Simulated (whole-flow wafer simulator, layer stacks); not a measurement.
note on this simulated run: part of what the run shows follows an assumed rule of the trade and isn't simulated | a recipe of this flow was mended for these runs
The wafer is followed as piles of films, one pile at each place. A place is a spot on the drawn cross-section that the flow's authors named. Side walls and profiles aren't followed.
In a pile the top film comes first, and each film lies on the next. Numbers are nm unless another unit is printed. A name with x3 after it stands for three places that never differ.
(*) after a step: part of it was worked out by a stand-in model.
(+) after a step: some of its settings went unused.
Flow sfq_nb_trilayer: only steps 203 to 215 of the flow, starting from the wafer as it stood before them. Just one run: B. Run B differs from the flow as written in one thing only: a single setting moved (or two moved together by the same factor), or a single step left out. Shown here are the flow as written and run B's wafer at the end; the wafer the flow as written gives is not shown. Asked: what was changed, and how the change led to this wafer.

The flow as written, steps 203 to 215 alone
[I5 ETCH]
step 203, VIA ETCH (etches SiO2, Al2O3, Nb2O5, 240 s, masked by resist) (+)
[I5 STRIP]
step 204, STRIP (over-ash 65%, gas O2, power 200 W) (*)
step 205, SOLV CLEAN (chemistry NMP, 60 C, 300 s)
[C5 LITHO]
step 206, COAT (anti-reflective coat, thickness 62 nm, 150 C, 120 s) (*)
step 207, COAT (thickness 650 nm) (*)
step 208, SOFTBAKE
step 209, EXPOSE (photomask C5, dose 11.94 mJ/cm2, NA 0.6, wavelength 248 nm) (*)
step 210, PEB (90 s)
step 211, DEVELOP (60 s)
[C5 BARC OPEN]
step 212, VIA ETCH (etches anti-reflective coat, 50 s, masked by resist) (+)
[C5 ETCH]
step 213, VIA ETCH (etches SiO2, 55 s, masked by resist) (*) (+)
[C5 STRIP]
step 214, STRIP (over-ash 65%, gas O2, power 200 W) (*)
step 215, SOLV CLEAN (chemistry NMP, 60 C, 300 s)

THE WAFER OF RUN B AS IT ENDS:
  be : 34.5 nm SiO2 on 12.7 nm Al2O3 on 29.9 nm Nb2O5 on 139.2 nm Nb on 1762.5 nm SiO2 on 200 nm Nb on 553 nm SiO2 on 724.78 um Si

What caused this: step 203, VIA ETCH: 120 s was run, while the flow as written has 240 s.

The path from the change to this, step by step:
  step 203, VIA ETCH (etches SiO2, Al2O3, Nb2O5, 240 s, masked by resist) (+)
      be: -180 SiO2 (as written it would have been: -214.5 SiO2 (all of it), -12.7 Al2O3 (all of it), -29.9 Nb2O5 (all of it), -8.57 Nb)
      field_l, v_sur, via_wl and 102 more: -120 KrF-resist-other-grade (as written it would have been: -240 KrF-resist-other-grade)
  step 204, STRIP (over-ash 65%, gas O2, power 200 W) (*)
      p4_fl x5, p4_w1 x9, p3_s0 x9, l0r_line_l x3, l0r_space_c x19, m0r_space_l x2: -435.7 KrF-resist-other-grade (all of it), -62 anti-reflective coat (all of it) (as written it would have been: -315.7 KrF-resist-other-grade (all of it), -62 anti-reflective coat (all of it))
      wl_b_sl, wl_b_m5, wl_b_sr and 14 more: -435.6 KrF-resist-other-grade (all of it), -62 anti-reflective coat (all of it) (as written it would have been: -315.6 KrF-resist-other-grade (all of it), -62 anti-reflective coat (all of it))
      (and at 41 other places as well)
  step 206, COAT (anti-reflective coat, thickness 62 nm, 150 C, 120 s) (*)
      be: +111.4 anti-reflective coat (new film) (as written it would have been: +124.3 anti-reflective coat (new film))
  step 207, COAT (thickness 650 nm) (*)
      be: +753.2 KrF-resist-other-grade (new film) (as written it would have been: +815 KrF-resist-other-grade (new film))
  step 214, STRIP (over-ash 65%, gas O2, power 200 W) (*)
      be: -644.1 KrF-resist-other-grade (all of it), -111.4 anti-reflective coat (all of it) (as written it would have been: -705.8 KrF-resist-other-grade (all of it), -124.3 anti-reflective coat (all of it))
